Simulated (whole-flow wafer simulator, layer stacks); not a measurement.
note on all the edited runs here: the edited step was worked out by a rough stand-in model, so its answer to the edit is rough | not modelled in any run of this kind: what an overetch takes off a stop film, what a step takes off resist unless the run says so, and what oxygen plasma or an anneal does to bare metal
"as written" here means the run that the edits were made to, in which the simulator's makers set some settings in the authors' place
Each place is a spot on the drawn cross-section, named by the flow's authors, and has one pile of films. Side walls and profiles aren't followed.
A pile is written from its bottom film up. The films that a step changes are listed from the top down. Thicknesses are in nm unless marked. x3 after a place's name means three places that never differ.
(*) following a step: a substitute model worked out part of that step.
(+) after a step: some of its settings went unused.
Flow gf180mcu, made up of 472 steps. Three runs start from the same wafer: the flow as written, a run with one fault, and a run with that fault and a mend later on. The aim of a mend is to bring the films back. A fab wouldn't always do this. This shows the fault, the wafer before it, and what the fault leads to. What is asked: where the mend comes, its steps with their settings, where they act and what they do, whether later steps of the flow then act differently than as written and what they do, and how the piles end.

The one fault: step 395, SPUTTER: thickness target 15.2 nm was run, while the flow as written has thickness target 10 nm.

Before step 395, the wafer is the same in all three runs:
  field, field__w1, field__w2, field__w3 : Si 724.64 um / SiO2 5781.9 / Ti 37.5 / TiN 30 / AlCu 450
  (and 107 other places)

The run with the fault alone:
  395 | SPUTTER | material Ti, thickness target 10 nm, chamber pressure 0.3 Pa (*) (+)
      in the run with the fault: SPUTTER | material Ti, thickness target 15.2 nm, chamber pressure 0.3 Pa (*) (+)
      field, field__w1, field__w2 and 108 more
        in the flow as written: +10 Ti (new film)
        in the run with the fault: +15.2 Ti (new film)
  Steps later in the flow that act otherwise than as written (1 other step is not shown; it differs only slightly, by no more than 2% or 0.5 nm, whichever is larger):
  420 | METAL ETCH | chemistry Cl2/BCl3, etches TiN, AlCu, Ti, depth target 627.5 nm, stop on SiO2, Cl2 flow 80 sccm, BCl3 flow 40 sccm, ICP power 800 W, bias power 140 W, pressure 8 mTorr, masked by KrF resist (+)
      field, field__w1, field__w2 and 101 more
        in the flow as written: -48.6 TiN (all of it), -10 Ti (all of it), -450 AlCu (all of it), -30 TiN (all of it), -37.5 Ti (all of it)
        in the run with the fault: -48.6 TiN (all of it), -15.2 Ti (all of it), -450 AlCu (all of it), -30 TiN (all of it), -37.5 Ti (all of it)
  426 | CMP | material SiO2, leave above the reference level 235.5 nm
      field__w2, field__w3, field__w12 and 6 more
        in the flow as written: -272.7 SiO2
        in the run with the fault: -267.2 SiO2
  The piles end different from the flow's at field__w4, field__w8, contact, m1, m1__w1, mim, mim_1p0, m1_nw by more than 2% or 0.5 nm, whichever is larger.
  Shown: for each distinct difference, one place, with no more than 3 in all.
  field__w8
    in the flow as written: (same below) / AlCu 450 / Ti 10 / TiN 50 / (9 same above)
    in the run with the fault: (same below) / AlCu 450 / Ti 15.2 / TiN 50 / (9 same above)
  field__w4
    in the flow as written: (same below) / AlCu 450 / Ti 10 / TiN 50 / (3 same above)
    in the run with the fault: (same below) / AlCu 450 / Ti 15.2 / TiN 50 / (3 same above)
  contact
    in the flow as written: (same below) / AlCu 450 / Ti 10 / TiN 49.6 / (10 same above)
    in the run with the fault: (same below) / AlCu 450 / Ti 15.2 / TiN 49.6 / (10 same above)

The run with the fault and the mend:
  The mend follows step 419.
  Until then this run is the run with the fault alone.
  420 | METAL ETCH | chemistry Cl2/BCl3, etches TiN, AlCu, Ti, depth target 632.7 nm, stop on SiO2, Cl2 flow 80 sccm, BCl3 flow 40 sccm, ICP power 800 W, bias power 140 W, pressure 8 mTorr, masked by KrF resist (+) (the flow's step 420, as written with depth target 627.5 nm)
      field, field__w1, field__w2 and 101 more
        -48.6 TiN (all of it), -15.2 Ti (all of it), -450 AlCu (all of it), -30 TiN (all of it), -37.5 Ti (all of it)
      field__w4, field__w8, contact, m1, m1__w1, mim, mim_1p0, m1_nw
        -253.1 KrF resist
  Steps later in the flow that act otherwise than as written (2 other steps are not shown; they differ only slightly, by no more than 2% or 0.5 nm, whichever is larger):
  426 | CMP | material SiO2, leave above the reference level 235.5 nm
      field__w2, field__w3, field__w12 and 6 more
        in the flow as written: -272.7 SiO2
        in the run with the mend: -267.2 SiO2
  The piles end different from the flow's at field__w4, field__w8, contact, m1, m1__w1, mim, mim_1p0, m1_nw by more than 2% or 0.5 nm, whichever is larger.
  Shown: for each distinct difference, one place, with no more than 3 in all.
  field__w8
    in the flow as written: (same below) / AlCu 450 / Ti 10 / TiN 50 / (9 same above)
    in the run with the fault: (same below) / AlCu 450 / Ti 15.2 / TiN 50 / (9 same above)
    in the run with the mend: (same below) / AlCu 450 / Ti 15.2 / TiN 50 / (9 same above)
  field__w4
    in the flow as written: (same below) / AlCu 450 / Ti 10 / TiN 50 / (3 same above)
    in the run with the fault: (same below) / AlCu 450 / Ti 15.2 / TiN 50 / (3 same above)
    in the run with the mend: (same below) / AlCu 450 / Ti 15.2 / TiN 50 / (3 same above)
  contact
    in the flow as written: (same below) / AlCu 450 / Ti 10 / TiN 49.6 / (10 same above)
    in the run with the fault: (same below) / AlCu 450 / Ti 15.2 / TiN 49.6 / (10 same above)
    in the run with the mend: (same below) / AlCu 450 / Ti 15.2 / TiN 49.6 / (10 same above)
